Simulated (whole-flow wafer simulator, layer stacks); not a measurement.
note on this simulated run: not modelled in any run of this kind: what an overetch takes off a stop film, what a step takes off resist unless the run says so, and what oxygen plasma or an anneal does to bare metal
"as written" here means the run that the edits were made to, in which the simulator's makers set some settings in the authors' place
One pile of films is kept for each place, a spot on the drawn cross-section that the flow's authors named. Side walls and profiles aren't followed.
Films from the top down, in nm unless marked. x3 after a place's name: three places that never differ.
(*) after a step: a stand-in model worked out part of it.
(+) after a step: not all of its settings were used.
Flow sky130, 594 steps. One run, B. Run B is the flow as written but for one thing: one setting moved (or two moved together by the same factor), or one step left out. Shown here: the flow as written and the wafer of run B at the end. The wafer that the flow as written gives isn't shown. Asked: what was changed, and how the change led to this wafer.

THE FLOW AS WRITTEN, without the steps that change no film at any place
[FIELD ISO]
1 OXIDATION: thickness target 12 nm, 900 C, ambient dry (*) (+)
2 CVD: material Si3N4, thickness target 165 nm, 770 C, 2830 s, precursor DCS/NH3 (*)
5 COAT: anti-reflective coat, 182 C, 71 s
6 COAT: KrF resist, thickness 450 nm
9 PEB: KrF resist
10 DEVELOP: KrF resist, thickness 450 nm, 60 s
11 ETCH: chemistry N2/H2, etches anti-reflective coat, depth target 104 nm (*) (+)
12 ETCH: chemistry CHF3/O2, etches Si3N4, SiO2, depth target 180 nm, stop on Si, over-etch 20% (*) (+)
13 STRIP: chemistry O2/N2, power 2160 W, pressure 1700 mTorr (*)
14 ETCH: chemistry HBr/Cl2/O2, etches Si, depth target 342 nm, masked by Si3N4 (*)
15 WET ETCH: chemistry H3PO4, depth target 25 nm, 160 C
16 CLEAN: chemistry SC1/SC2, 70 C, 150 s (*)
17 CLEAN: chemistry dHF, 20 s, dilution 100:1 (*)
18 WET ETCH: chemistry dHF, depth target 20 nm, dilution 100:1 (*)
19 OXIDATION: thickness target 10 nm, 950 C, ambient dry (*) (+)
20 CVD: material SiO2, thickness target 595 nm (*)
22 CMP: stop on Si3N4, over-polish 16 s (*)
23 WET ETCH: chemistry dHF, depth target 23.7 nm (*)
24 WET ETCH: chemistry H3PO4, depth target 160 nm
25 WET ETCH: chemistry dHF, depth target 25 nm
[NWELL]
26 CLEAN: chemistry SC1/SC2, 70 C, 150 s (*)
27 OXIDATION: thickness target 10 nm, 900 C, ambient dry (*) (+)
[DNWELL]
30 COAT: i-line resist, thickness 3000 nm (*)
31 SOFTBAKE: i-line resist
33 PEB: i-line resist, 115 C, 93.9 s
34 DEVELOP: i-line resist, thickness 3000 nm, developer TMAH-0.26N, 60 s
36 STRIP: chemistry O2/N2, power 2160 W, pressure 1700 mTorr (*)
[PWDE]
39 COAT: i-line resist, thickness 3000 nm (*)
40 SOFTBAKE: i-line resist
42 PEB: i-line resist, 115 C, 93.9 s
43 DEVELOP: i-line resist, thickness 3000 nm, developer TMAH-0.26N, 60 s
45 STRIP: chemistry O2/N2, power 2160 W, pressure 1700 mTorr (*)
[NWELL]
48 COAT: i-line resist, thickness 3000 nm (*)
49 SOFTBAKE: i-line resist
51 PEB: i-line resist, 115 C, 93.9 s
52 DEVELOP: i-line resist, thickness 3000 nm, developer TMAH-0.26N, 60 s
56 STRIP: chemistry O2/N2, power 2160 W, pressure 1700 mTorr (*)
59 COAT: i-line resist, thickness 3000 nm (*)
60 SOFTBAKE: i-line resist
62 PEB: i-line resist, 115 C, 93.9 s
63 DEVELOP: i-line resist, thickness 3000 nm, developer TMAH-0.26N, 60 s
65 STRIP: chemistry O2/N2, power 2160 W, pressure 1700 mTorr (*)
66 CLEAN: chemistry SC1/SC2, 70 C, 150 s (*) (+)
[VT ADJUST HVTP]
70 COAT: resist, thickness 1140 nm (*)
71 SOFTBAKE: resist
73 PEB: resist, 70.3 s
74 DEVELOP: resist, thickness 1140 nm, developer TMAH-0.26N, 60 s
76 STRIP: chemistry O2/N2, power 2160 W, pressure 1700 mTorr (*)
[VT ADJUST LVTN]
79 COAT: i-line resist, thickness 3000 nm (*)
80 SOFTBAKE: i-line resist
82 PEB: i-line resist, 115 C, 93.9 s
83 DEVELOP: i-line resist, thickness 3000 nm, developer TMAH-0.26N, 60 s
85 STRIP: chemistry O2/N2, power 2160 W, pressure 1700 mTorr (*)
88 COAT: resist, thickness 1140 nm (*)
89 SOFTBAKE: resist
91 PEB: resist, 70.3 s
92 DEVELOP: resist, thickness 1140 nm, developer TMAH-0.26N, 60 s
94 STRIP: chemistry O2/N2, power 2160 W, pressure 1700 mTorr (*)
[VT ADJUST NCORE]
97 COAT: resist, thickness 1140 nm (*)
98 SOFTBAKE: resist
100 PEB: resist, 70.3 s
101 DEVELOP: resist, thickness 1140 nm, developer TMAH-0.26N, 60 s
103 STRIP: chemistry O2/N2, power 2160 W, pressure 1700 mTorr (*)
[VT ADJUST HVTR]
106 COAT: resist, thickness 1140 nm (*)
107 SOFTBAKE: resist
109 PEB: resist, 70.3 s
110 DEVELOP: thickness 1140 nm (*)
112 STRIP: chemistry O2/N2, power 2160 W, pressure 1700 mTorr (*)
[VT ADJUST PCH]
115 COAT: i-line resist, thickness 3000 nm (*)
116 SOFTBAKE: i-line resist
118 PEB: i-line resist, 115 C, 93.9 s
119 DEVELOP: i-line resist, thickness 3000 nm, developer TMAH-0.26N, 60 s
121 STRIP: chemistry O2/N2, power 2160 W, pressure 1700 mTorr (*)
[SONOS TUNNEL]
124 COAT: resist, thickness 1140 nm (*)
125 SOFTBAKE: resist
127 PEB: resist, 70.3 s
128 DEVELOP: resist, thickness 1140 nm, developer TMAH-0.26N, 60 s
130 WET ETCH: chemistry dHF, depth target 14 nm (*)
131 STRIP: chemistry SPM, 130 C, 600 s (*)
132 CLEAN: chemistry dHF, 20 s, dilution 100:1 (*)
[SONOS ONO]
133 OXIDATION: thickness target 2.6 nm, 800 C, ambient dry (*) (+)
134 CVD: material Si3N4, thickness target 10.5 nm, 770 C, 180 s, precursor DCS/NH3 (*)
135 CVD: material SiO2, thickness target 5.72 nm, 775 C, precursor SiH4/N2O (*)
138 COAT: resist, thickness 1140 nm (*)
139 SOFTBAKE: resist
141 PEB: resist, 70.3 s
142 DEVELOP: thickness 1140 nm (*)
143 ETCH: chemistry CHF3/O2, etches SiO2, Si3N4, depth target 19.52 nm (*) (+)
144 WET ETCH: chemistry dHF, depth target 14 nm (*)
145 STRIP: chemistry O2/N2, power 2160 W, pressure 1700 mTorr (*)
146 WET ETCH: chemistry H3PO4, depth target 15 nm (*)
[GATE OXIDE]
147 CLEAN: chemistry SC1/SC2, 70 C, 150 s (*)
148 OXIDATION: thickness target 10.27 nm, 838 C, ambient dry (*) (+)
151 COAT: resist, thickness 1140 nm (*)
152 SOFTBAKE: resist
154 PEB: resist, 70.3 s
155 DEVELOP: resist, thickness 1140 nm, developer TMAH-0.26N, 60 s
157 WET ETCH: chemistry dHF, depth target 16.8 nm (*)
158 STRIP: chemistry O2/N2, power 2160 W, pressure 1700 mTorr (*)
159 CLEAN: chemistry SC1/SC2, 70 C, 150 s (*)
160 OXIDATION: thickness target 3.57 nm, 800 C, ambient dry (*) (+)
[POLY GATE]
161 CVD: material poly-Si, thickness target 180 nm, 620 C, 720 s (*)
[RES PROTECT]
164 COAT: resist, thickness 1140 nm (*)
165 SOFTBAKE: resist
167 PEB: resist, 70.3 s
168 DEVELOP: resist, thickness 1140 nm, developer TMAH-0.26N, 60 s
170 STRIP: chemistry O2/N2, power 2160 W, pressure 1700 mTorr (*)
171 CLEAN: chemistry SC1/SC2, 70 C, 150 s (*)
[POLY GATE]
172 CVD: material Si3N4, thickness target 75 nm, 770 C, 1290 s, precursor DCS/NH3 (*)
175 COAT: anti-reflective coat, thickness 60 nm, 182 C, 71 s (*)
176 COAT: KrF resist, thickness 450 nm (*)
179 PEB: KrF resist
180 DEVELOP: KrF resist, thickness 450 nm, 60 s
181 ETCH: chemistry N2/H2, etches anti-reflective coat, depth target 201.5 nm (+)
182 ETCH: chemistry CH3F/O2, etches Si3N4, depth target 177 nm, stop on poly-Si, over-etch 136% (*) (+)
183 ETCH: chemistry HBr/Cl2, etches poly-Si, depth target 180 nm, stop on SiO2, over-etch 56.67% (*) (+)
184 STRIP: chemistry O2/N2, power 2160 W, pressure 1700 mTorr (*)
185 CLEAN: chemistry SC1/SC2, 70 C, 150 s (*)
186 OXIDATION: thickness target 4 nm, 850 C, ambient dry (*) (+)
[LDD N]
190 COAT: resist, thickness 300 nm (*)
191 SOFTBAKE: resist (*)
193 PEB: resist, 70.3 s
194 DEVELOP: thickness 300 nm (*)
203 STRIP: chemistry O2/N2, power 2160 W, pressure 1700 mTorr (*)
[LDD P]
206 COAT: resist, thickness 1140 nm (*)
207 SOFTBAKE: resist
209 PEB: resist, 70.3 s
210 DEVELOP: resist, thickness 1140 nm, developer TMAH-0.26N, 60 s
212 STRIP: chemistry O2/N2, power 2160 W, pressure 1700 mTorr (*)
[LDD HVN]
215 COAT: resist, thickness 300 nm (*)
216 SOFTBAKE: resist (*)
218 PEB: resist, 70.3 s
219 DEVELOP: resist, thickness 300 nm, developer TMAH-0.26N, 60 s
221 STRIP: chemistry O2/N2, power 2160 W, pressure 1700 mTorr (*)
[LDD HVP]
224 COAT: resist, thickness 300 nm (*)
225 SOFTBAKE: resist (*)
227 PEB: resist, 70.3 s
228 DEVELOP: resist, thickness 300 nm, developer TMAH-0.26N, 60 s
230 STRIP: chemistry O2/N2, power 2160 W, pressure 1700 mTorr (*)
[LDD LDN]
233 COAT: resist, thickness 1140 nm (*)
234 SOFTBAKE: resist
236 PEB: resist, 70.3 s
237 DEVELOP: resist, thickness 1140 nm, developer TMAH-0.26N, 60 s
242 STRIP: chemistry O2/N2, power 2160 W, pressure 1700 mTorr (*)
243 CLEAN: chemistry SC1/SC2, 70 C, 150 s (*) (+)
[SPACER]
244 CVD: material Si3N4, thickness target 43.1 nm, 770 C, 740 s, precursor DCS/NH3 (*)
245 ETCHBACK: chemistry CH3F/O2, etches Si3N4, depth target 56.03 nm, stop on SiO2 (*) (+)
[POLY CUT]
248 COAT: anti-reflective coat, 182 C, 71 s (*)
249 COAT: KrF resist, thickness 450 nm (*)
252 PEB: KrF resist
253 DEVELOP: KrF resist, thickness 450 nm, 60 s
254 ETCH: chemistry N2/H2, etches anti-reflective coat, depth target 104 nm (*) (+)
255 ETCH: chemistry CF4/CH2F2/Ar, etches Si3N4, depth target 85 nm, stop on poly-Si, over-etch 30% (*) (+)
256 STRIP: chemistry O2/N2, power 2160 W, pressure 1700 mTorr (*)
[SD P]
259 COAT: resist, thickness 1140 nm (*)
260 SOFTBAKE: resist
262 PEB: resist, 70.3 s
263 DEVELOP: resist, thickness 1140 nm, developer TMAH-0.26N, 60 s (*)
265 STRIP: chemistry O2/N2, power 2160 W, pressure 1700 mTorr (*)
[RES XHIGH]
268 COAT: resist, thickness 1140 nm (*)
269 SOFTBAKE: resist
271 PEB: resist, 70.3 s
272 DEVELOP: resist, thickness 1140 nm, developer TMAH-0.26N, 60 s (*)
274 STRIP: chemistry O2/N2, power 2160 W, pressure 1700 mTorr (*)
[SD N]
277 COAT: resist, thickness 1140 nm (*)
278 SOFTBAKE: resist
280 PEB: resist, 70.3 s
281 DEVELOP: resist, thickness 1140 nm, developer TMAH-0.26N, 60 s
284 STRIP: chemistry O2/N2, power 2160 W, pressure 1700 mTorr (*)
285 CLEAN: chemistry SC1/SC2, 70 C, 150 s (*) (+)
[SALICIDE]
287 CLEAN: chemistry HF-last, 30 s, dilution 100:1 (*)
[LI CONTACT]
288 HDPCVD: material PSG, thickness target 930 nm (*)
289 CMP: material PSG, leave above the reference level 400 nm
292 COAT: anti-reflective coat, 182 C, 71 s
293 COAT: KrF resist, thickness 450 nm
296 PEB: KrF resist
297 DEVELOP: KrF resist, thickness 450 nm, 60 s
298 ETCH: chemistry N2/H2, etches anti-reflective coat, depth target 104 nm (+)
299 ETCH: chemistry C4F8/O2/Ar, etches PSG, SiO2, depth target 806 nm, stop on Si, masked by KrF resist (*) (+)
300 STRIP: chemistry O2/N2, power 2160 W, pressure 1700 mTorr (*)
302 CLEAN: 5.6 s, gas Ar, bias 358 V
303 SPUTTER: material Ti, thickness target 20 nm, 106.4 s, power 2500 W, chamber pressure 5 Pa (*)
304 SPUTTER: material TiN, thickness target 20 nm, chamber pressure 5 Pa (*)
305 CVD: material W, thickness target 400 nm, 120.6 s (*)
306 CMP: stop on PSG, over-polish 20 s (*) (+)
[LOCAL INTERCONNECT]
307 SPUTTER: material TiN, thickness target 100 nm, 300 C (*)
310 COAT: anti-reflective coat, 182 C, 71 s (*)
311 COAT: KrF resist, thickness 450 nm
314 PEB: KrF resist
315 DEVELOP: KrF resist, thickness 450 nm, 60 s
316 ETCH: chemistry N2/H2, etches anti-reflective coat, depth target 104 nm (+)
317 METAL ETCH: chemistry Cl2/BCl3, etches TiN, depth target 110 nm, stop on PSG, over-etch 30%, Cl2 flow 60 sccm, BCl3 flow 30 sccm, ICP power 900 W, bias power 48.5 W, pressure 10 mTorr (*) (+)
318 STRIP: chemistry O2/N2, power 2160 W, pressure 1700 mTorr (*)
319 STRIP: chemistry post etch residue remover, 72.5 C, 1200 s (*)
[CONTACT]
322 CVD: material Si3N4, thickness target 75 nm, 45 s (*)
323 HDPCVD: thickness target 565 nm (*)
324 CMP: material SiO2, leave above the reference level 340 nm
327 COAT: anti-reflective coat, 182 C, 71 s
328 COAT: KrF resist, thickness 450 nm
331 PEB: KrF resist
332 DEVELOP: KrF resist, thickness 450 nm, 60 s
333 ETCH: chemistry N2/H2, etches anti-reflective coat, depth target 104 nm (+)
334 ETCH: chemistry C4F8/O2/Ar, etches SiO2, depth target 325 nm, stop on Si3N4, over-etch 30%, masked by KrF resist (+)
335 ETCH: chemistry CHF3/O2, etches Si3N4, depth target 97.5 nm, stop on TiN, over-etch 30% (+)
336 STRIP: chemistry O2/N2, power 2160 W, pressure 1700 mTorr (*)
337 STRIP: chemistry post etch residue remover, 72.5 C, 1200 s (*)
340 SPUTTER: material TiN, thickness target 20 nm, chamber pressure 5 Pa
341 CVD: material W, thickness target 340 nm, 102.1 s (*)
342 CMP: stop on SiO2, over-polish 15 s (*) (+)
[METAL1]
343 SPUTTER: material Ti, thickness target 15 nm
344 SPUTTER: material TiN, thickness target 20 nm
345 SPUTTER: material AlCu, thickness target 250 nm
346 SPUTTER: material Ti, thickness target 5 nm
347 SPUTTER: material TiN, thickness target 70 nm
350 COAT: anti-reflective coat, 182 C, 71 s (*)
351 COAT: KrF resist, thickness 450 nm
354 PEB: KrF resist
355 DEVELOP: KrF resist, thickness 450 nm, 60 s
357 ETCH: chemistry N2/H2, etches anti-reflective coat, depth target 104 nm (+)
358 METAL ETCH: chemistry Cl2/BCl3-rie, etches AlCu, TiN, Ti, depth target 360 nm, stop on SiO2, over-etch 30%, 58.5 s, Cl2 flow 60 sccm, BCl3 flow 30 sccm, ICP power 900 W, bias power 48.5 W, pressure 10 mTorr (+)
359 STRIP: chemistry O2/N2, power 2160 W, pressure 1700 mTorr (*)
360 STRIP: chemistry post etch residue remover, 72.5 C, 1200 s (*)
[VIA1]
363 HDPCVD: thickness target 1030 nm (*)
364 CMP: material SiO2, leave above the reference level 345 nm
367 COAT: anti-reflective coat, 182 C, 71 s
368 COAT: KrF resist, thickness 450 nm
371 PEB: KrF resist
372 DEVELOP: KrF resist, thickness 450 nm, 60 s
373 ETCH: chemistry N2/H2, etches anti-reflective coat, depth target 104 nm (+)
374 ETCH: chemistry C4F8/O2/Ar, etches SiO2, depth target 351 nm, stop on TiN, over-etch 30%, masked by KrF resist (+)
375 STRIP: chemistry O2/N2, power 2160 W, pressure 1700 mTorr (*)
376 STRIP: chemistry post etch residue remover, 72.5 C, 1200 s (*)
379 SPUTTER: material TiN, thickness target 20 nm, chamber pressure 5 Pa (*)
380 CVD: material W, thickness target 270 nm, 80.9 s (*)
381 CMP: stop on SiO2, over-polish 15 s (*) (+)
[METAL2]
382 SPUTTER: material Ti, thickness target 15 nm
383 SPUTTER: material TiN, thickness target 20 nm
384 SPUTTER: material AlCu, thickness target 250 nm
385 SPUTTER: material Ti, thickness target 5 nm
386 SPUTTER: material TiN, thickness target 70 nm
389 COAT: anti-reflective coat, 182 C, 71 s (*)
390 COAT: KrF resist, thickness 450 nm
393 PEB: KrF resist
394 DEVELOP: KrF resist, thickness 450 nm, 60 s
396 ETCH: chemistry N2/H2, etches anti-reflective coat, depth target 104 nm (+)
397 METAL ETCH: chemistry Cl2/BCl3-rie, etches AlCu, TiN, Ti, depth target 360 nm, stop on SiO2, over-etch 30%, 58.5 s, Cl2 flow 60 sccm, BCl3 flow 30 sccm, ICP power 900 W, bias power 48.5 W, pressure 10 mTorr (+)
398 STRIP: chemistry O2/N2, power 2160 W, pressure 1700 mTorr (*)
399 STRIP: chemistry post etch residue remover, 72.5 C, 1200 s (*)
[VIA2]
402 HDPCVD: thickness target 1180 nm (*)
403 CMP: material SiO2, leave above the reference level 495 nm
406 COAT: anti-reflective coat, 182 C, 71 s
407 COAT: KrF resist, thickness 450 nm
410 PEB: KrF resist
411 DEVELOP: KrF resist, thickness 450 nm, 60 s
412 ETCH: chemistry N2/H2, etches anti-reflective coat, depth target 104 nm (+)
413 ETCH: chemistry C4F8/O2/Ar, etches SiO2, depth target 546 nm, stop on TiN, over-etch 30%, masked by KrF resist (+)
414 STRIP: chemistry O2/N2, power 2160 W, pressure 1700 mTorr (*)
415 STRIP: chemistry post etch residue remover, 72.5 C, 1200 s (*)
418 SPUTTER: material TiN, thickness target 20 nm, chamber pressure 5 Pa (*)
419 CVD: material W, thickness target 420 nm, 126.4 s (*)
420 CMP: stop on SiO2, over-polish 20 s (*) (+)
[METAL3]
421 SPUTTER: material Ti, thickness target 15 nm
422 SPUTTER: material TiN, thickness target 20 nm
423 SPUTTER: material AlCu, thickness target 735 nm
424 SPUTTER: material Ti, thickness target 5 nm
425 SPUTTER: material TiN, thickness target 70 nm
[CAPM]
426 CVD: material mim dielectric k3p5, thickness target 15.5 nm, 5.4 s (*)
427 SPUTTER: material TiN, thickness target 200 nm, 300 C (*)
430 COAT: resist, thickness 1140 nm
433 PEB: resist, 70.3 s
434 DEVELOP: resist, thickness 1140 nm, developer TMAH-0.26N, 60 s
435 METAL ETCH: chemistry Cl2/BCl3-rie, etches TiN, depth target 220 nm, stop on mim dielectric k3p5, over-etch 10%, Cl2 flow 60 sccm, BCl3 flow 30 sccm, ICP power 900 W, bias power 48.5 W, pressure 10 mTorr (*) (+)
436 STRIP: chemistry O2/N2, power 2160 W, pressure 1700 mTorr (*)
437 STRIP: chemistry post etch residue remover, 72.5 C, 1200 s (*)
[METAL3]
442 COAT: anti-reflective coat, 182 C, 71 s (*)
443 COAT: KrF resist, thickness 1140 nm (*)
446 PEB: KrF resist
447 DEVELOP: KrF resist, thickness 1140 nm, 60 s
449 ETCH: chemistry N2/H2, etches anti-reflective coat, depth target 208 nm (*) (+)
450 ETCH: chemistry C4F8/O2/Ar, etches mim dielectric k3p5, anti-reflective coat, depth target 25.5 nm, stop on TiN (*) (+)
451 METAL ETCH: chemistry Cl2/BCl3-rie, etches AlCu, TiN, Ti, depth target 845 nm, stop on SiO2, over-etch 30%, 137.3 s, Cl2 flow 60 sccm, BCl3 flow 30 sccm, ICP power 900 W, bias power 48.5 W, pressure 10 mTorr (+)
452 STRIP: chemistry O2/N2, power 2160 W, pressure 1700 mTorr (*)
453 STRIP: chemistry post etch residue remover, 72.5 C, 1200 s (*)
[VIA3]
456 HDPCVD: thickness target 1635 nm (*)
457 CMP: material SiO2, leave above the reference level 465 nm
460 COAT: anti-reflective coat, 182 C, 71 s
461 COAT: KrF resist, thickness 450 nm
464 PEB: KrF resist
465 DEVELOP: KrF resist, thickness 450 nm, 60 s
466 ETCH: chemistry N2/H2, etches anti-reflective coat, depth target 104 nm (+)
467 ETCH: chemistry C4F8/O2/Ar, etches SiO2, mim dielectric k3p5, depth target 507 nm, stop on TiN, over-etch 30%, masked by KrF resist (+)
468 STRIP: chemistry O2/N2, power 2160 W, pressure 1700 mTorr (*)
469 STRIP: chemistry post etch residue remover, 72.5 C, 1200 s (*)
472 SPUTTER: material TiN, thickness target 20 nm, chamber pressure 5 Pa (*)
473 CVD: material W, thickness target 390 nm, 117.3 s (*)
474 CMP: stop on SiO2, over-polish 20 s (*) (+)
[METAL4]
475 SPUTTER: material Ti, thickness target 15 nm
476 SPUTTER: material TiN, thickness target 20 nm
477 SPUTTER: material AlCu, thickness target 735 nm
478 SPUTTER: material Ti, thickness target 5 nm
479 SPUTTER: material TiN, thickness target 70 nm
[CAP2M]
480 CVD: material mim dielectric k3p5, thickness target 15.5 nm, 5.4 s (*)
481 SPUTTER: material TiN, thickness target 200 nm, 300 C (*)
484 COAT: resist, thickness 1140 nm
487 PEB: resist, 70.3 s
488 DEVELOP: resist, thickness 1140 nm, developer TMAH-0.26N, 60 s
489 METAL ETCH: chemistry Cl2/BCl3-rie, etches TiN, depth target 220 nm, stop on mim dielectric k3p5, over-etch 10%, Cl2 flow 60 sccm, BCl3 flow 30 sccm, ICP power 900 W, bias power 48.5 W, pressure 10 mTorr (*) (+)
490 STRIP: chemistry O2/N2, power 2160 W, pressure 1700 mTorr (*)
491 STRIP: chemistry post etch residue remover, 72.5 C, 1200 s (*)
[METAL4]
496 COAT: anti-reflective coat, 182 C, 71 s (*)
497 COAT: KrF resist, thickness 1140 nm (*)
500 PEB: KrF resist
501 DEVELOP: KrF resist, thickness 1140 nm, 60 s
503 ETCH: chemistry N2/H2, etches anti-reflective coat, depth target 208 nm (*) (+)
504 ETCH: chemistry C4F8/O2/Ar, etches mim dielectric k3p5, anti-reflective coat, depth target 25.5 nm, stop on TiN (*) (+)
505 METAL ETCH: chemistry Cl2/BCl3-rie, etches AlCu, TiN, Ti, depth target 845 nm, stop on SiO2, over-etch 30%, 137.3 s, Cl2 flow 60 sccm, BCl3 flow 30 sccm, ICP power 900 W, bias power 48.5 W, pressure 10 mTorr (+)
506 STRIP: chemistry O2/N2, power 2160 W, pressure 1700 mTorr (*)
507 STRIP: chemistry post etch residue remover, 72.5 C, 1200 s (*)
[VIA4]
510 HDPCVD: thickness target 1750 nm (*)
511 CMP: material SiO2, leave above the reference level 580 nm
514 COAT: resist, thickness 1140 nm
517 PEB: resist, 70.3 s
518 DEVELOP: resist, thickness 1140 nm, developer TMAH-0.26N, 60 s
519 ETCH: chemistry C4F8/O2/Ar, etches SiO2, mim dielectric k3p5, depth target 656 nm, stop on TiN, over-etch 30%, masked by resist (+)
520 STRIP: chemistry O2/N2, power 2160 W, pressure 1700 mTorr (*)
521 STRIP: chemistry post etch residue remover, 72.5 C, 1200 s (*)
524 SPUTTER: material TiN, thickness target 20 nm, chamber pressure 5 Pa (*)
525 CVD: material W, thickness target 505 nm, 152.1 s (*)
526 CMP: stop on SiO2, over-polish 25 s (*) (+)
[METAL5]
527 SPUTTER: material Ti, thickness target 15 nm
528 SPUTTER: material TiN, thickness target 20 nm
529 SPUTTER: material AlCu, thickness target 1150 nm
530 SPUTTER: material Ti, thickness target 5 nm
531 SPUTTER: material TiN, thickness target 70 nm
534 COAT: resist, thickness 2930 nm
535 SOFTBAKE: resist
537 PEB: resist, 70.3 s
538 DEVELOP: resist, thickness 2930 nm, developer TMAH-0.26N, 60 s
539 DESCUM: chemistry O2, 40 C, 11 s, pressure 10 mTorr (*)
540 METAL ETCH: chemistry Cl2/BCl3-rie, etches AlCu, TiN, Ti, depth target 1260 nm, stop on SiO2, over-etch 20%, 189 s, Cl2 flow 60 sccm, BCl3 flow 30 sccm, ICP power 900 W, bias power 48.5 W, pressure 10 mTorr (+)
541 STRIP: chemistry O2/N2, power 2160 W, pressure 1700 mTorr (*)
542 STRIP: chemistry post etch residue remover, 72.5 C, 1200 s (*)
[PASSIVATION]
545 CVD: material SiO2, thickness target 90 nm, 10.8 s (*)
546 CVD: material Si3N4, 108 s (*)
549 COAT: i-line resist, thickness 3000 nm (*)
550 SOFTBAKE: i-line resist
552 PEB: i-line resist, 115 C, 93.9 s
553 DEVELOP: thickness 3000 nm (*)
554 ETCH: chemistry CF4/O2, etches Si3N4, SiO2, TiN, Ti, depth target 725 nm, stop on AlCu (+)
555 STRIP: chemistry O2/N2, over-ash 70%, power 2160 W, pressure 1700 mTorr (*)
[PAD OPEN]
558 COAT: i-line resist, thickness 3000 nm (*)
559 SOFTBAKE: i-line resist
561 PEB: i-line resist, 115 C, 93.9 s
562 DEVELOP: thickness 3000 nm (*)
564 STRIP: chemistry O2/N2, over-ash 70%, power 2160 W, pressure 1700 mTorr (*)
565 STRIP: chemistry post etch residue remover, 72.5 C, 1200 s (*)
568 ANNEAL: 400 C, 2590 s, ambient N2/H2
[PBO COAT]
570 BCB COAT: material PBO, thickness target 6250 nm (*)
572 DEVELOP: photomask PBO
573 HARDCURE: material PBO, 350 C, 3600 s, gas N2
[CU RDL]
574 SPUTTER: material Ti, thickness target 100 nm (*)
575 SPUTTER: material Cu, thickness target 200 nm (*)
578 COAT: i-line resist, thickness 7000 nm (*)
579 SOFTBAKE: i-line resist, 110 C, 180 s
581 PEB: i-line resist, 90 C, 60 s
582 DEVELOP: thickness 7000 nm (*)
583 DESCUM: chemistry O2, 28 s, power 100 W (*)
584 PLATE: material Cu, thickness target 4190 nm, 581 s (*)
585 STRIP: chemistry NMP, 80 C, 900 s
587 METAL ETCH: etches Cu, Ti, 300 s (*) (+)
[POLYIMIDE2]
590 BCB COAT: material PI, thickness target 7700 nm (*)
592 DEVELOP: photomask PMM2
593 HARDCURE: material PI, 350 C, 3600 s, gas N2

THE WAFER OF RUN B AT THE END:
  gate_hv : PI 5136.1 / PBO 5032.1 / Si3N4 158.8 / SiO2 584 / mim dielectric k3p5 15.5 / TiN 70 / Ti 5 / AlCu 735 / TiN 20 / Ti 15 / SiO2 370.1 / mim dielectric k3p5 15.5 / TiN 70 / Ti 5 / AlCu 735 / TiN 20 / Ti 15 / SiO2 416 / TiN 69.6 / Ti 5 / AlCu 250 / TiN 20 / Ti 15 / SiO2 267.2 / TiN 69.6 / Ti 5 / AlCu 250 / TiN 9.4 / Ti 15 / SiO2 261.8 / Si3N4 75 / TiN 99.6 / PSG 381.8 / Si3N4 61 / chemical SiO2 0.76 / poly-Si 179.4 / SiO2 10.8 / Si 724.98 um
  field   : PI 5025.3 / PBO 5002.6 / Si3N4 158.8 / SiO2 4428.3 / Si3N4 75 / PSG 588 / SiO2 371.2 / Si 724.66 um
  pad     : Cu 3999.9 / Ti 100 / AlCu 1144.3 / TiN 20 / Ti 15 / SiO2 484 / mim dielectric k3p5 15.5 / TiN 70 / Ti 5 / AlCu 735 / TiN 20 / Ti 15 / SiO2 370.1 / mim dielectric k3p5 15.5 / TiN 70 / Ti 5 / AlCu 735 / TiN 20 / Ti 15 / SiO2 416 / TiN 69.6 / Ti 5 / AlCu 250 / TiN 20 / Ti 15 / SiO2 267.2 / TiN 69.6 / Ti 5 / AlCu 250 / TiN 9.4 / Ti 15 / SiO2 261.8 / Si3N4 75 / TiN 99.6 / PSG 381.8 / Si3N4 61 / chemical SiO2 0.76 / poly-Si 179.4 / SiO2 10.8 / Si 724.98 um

The cause: step 344, SPUTTER: thickness target 9.4 nm was run, where the flow has thickness target 20 nm.
It can be read off the wafer: gate_hv has TiN 9.4, and step 344 as written asks for 20 nm.

How the change led to this, step by step:
  344 SPUTTER: material TiN, thickness target 20 nm
      field, active, n_well and 188 more: TiN +9.4 (new film) (as written it would be: TiN +20 (new film))
  358 METAL ETCH: chemistry Cl2/BCl3-rie, etches AlCu, TiN, Ti, depth target 360 nm, stop on SiO2, over-etch 30%, 58.5 s, Cl2 flow 60 sccm, BCl3 flow 30 sccm, ICP power 900 W, bias power 48.5 W, pressure 10 mTorr (+)
      field, active, gate and 81 more: TiN -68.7 (all of it), Ti -5 (all of it), AlCu -250 (all of it), TiN -9.4 (all of it), Ti -15 (all of it), SiO2 -12 (as written it would be: TiN -68.7 (all of it), Ti -5 (all of it), AlCu -250 (all of it), TiN -20 (all of it), Ti -15 (all of it), SiO2 -10.9)
  364 CMP: material SiO2, leave above the reference level 345 nm
      field, active, gate and 81 more: SiO2 -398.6 (as written it would be: SiO2 -389.1)
